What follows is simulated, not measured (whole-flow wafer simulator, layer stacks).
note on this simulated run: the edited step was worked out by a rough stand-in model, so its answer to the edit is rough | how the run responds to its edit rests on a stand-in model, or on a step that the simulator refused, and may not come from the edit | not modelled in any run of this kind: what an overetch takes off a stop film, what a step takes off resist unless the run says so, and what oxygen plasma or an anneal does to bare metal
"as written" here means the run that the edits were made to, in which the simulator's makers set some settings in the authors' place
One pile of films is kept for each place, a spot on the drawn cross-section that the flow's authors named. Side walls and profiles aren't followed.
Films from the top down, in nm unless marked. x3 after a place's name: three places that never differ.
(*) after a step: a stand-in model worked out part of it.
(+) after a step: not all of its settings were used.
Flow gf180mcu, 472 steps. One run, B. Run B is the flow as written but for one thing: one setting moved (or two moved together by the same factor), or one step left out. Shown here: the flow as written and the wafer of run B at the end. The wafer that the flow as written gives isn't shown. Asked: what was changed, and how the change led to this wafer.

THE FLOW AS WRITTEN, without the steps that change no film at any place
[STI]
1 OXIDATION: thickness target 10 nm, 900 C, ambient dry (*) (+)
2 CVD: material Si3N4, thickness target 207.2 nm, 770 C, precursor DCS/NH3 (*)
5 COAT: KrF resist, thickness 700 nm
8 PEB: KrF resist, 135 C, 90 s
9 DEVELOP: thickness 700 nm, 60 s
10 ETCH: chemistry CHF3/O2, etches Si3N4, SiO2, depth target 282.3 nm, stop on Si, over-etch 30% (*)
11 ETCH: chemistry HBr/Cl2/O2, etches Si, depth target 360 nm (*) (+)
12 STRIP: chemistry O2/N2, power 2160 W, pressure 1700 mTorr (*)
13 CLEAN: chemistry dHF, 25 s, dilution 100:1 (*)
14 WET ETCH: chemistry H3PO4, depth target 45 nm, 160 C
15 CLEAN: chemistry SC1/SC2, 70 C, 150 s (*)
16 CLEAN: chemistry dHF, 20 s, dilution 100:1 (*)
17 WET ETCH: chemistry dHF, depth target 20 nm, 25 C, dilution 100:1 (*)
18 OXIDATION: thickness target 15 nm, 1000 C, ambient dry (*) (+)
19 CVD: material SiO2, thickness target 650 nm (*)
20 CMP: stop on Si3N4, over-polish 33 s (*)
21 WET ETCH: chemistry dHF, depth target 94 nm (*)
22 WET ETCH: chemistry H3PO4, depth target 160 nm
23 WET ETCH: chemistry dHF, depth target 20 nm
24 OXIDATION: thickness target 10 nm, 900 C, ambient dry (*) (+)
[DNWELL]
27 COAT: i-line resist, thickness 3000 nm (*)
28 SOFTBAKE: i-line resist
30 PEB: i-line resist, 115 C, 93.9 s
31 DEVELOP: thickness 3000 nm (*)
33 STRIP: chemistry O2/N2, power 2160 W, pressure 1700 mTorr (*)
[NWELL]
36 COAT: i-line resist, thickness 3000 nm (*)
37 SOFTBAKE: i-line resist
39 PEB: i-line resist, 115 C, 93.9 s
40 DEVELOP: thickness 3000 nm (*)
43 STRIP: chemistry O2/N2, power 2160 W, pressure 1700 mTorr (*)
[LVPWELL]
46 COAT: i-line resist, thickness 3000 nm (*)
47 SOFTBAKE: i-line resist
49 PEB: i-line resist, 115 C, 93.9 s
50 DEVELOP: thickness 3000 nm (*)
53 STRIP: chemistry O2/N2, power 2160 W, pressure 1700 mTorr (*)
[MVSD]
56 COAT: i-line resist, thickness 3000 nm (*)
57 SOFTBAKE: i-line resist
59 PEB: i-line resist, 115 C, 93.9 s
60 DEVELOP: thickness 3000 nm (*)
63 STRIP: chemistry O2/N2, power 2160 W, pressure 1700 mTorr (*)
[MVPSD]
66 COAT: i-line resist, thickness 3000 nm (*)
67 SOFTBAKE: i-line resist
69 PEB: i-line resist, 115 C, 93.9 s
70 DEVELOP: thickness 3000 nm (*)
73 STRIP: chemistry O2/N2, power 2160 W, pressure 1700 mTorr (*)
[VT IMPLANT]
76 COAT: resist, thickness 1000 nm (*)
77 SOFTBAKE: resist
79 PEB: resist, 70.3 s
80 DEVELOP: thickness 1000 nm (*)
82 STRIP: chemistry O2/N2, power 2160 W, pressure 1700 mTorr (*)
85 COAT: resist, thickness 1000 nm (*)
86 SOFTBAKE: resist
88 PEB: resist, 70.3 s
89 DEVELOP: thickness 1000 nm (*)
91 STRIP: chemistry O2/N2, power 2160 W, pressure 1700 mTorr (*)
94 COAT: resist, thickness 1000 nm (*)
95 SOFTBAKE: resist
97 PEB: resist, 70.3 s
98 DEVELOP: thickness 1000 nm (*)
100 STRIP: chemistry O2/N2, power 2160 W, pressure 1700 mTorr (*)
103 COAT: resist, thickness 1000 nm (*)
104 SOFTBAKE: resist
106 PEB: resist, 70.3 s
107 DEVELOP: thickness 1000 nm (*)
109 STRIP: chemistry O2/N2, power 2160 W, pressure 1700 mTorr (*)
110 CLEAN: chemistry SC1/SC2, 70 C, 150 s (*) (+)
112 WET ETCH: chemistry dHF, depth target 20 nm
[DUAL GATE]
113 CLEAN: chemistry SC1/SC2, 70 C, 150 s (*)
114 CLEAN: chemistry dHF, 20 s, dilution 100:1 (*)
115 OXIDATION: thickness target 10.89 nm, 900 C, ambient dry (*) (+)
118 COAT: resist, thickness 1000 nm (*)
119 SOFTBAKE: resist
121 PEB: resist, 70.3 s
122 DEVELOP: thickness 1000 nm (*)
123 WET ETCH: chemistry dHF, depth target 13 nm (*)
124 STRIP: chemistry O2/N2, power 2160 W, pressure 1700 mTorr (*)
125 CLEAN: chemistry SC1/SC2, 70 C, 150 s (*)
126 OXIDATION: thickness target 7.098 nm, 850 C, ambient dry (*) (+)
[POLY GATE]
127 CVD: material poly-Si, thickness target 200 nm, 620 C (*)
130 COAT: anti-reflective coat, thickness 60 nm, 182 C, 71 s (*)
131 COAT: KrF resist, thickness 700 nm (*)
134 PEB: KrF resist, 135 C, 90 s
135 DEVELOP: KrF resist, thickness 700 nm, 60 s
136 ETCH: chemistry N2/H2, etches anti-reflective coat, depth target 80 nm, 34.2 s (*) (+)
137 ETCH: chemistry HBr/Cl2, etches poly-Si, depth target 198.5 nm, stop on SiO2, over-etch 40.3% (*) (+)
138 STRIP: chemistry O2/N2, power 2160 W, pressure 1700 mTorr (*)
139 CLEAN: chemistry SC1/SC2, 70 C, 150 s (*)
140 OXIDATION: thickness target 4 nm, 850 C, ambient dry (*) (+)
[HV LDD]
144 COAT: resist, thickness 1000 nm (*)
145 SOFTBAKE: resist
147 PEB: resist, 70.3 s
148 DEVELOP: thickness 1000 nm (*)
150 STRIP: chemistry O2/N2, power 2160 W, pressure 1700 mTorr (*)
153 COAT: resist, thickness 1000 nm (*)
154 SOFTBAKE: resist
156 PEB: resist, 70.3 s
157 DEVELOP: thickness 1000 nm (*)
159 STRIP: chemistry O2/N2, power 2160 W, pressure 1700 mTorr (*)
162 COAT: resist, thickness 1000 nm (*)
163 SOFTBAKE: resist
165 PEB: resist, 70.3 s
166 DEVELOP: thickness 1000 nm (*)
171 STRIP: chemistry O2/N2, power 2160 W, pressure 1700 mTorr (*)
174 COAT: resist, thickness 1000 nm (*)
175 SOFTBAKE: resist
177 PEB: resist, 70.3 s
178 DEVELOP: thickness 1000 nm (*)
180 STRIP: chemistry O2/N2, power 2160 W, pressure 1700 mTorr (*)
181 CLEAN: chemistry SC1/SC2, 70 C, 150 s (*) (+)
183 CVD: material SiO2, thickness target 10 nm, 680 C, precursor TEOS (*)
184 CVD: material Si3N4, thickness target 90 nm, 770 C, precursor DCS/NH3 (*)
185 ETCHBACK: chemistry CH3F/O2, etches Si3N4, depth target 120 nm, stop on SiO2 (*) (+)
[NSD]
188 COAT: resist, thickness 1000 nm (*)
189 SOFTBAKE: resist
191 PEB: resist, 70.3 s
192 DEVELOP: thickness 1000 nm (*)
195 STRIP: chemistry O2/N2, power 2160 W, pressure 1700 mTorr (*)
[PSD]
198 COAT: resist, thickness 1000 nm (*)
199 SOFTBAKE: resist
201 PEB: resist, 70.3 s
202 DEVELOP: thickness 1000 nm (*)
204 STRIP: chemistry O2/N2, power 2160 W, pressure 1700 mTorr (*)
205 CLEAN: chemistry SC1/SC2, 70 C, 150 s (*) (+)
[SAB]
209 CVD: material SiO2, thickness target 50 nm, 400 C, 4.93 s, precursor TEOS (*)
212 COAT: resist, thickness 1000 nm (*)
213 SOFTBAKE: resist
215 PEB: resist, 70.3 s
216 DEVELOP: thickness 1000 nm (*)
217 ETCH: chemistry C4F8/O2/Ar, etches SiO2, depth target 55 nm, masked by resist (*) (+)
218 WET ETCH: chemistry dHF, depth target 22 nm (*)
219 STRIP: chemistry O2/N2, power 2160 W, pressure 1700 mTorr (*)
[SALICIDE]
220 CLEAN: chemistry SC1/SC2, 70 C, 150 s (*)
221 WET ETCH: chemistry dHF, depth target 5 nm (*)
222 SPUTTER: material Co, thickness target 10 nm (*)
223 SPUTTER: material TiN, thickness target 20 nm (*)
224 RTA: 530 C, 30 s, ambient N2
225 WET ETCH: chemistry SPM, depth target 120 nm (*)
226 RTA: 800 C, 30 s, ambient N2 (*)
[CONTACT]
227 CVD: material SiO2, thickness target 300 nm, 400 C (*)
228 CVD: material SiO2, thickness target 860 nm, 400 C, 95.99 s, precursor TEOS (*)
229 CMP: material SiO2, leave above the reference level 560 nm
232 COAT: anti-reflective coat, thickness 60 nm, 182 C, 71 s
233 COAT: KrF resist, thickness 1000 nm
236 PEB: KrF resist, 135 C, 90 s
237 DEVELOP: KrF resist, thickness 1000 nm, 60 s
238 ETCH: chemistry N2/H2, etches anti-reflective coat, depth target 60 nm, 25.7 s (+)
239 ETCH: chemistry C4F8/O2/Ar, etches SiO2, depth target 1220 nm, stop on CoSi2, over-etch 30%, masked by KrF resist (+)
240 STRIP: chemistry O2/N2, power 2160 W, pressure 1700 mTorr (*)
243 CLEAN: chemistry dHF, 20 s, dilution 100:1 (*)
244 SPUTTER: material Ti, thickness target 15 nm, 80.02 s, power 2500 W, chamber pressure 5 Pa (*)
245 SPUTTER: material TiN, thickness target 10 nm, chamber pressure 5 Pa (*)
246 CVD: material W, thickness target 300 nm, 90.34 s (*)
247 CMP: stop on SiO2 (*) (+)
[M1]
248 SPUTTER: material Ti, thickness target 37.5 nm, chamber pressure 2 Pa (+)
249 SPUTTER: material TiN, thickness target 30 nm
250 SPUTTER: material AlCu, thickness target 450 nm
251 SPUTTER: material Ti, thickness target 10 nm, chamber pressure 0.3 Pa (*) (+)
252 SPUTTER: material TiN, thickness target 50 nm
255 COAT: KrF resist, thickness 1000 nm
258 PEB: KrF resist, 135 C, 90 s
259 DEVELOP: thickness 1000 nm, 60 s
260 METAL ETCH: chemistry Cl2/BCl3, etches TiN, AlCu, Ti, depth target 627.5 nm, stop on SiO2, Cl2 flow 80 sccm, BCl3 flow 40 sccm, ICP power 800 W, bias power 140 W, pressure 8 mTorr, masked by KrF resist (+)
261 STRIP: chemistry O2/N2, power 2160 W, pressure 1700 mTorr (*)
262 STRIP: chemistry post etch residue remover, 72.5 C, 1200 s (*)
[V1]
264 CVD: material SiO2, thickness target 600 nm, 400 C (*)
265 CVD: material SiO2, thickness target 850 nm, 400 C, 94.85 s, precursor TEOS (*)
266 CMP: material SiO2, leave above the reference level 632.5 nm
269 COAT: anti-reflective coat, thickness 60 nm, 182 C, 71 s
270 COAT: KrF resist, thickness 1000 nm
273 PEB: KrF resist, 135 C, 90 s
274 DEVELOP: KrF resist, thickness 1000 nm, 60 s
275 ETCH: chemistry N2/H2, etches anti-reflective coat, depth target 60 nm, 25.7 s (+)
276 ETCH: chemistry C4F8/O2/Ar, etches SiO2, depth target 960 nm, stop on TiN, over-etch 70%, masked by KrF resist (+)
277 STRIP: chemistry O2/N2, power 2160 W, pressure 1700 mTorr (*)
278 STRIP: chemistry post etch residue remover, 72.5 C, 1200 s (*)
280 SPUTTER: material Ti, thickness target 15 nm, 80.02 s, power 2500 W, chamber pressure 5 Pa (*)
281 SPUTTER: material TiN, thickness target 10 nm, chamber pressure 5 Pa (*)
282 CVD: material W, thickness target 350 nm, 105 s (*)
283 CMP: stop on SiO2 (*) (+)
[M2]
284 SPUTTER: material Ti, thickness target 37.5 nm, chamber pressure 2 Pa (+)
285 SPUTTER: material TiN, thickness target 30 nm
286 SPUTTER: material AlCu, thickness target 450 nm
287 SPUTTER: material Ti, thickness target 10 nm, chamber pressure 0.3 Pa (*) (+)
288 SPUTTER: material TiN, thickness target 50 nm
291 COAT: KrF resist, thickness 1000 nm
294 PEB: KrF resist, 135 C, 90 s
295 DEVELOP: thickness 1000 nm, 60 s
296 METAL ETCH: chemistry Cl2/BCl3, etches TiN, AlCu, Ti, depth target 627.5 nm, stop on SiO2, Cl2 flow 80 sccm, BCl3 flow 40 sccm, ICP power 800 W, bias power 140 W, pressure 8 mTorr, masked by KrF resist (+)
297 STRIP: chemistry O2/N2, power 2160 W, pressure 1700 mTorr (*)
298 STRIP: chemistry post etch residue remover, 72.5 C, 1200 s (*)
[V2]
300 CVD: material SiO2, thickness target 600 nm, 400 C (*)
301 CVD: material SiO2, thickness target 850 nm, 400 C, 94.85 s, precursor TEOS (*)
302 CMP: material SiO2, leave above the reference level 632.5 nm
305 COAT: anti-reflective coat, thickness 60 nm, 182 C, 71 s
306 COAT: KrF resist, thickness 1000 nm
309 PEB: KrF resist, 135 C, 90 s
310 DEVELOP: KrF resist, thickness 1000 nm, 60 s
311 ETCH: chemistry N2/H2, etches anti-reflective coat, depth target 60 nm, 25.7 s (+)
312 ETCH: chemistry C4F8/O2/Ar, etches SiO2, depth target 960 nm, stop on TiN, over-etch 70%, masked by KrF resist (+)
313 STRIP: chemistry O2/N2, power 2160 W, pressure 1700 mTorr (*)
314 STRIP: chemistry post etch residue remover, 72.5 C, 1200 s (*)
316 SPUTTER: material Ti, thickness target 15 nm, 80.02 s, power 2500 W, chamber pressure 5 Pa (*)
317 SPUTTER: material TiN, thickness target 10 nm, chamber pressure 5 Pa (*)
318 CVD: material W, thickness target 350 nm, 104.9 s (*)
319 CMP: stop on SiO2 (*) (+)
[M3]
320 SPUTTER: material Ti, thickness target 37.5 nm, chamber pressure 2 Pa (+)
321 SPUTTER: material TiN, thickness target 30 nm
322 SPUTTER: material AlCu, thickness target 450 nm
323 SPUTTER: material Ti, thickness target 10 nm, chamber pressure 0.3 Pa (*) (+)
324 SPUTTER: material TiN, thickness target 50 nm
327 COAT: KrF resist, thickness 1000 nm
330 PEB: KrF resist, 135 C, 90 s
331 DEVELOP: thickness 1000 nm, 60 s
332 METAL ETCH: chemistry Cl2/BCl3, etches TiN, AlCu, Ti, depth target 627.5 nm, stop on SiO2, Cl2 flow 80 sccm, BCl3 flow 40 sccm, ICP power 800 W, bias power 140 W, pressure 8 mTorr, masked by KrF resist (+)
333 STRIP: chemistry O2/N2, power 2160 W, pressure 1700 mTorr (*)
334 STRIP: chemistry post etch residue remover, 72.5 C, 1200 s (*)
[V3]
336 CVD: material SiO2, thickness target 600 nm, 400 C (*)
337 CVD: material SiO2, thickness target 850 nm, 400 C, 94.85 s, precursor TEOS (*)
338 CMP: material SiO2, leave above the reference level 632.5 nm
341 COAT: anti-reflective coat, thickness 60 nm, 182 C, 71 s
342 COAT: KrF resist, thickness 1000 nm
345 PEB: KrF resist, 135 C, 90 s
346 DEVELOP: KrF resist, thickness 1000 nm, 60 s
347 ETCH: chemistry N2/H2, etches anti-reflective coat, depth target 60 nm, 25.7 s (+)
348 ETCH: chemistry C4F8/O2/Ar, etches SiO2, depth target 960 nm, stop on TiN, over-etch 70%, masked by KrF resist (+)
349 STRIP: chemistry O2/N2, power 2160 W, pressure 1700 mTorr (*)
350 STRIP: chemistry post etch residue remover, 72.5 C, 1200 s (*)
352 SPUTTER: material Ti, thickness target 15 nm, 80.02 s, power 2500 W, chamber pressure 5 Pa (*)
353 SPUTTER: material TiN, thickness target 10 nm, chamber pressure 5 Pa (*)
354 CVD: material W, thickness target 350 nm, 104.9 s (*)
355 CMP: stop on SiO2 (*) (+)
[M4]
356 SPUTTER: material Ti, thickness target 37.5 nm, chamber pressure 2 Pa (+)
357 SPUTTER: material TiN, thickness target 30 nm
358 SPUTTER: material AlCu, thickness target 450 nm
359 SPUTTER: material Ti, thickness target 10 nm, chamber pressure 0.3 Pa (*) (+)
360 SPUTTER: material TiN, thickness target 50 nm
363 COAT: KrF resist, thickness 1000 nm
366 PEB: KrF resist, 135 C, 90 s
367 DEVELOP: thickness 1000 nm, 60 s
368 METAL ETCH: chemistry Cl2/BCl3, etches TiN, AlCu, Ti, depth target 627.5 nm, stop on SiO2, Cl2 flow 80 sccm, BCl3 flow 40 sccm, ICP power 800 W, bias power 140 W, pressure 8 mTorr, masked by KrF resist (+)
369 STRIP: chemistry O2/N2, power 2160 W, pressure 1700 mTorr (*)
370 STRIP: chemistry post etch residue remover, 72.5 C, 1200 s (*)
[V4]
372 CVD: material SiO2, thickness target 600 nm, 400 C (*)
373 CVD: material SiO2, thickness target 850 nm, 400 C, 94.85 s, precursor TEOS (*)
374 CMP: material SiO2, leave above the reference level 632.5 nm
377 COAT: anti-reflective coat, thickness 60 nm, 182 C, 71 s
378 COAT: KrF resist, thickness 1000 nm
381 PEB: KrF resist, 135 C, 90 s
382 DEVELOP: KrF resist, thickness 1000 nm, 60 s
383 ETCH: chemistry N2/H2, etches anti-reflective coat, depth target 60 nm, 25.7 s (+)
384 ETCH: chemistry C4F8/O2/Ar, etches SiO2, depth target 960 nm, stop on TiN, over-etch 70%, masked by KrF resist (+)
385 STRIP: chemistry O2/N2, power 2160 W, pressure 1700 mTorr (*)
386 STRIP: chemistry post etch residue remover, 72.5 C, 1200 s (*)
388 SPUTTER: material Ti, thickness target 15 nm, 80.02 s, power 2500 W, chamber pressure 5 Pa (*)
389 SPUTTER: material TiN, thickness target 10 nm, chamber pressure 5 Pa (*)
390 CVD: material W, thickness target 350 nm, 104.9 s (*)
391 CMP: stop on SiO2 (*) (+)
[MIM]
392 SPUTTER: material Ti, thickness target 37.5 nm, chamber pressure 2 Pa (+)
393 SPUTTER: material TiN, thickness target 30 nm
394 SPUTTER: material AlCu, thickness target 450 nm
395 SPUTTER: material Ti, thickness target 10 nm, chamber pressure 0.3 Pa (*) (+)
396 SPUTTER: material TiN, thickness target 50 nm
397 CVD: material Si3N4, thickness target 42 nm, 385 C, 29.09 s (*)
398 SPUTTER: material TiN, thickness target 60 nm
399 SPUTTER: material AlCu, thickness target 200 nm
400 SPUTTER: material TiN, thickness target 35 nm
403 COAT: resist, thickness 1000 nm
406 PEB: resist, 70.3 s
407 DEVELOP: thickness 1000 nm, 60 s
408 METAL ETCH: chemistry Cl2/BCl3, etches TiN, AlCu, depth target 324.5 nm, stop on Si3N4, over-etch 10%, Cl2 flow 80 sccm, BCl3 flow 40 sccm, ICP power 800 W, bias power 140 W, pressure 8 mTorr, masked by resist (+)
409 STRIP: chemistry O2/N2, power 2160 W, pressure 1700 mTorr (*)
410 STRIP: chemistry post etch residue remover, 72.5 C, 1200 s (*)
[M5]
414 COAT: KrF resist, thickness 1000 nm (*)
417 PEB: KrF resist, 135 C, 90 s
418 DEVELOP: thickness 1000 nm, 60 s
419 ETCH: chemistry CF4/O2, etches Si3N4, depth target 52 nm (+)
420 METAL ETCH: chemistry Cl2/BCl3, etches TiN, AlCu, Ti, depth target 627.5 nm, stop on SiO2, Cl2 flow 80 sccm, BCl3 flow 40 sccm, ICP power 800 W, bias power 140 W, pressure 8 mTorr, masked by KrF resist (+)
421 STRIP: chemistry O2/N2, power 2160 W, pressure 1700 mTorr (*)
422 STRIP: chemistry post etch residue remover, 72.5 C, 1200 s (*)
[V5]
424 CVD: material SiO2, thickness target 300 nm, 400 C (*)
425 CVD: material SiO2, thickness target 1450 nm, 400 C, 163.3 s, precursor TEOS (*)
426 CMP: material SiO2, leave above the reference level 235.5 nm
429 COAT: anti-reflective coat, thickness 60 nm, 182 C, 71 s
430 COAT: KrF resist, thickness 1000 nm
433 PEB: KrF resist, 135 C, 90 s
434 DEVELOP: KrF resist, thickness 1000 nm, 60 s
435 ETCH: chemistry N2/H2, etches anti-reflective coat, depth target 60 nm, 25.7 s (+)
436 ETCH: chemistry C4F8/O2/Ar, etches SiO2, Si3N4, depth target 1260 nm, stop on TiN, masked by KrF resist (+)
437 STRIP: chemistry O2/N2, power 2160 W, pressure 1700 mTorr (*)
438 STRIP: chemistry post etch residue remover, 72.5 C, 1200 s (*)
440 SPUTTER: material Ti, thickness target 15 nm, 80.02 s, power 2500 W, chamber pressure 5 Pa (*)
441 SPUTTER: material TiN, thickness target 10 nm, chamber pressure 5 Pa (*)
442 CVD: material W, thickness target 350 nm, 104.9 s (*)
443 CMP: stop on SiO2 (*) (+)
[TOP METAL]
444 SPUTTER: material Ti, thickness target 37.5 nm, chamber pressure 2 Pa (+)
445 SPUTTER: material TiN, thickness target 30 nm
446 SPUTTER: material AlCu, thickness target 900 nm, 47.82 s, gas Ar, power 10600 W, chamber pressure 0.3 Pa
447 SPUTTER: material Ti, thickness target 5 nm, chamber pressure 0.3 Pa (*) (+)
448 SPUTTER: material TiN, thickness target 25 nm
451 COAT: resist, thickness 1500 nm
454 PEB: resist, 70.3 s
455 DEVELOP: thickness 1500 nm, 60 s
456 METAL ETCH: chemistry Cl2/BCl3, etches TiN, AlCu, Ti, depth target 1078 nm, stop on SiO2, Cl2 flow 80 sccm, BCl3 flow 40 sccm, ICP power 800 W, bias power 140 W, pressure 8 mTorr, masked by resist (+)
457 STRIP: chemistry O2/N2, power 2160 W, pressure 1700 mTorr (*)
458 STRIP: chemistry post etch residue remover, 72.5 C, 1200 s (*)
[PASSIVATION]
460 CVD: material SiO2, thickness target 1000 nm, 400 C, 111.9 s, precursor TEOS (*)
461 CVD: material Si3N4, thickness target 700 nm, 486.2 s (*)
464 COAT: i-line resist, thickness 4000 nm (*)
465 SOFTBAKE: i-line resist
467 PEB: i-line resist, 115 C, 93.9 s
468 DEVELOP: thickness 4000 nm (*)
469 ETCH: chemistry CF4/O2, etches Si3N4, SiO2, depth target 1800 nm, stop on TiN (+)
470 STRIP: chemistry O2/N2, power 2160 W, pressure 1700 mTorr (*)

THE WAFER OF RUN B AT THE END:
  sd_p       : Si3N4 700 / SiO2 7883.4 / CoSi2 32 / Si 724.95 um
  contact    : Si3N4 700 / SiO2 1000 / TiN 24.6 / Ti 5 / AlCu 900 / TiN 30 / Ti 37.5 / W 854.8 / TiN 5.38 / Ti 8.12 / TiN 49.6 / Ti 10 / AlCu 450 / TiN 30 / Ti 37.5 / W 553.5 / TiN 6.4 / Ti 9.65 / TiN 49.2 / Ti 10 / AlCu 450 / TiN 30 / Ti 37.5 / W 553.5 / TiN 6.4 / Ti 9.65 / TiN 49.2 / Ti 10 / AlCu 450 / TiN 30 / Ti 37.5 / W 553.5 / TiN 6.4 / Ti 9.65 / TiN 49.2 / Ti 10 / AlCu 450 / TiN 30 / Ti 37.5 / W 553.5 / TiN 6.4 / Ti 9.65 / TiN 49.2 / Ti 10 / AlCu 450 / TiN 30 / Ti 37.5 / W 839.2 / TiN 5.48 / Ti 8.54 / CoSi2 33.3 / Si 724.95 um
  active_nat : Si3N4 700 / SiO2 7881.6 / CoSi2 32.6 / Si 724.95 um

The cause: step 185, ETCHBACK: depth target 165 nm was run, where the flow has depth target 120 nm.

How the change led to this, step by step:
  185 ETCHBACK: chemistry CH3F/O2, etches Si3N4, depth target 120 nm, stop on SiO2 (*) (+)
      field, field__w1, field__w2 and 100 more: Si3N4 -90 (all of it), SiO2 -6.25 (as written it would be: Si3N4 -90 (all of it), SiO2 -2.5)
  189 SOFTBAKE: resist
      nw_enc_fld: resist +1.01 (as written it would be: resist +2.84)
      nw_sep_fld: resist +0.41 (as written it would be: resist +3.59)
  199 SOFTBAKE: resist
      nw_enc_fld: resist +1.99 (as written it would be: resist +4.22)
      nw_sep_fld: resist +0.41 (as written it would be: resist +3.59)
  218 WET ETCH: chemistry dHF, depth target 22 nm (*)
      gate, gate_hv, gate_p and 23 more: SiO2 -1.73 (all of it) (as written it would be: SiO2 -5.48 (all of it))
      active, p_well, sd_n, iso_ptap_pw, iso_ntap_nw, iso_ptap_sub, vpnp_e: SiO2 -5.26 (all of it) (as written it would be: SiO2 -9.01 (all of it))
      (and at 16 more places)
  222 SPUTTER: material Co, thickness target 10 nm (*)
      field__w2: Co +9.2 (new film) (as written it would be: Co +8.65 (new film))
      field__w3: Co +8.7 (new film) (as written it would be: Co +8.06 (new film))
      (and at 1 more place)
  223 SPUTTER: material TiN, thickness target 20 nm (*)
      field__w2: TiN +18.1 (new film) (as written it would be: TiN +17 (new film))
      field__w3: TiN +17.1 (new film) (as written it would be: TiN +15.7 (new film))
      (and at 4 more places)
  224 RTA: 530 C, 30 s, ambient N2
      ld_sd_n: under 1 film: CoSi +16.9 (new film), Co -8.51 (all of it), Si -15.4 (as written it would be: under 1 film: CoSi +16.1 (new film), Co -8.09 (all of it), Si -14.7)
      ld_drn_n: under 1 film: CoSi +18.5 (new film), Co -9.32 (all of it), Si -16.9 (as written it would be: under 1 film: CoSi +17.9 (new film), Co -9.02 (all of it), Si -16.4)
      (and at 1 more place)
  225 WET ETCH: chemistry SPM, depth target 120 nm (*)
      field__w2: TiN -18.1 (all of it), Co -9.2 (all of it) (as written it would be: TiN -17 (all of it), Co -8.65 (all of it))
      field__w3: TiN -17.1 (all of it), Co -8.7 (all of it) (as written it would be: TiN -15.7 (all of it), Co -8.06 (all of it))
      (and at 4 more places)
  226 RTA: 800 C, 30 s, ambient N2 (*)
      active_nat: CoSi2 +32.6 (new film), CoSi -18.5 (all of it), Si -16.9 (as written it would be: CoSi2 +31.8 (new film), CoSi -18.1 (all of it), Si -16.5)
      ld_sd_n: CoSi2 +29.8 (new film), CoSi -16.9 (all of it), Si -15.4 (as written it would be: CoSi2 +28.3 (new film), CoSi -16.1 (all of it), Si -14.7)
      (and at 3 more places)
  229 CMP: material SiO2, leave above the reference level 560 nm
      mim: SiO2 -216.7 (as written it would be: SiO2 -221.5)
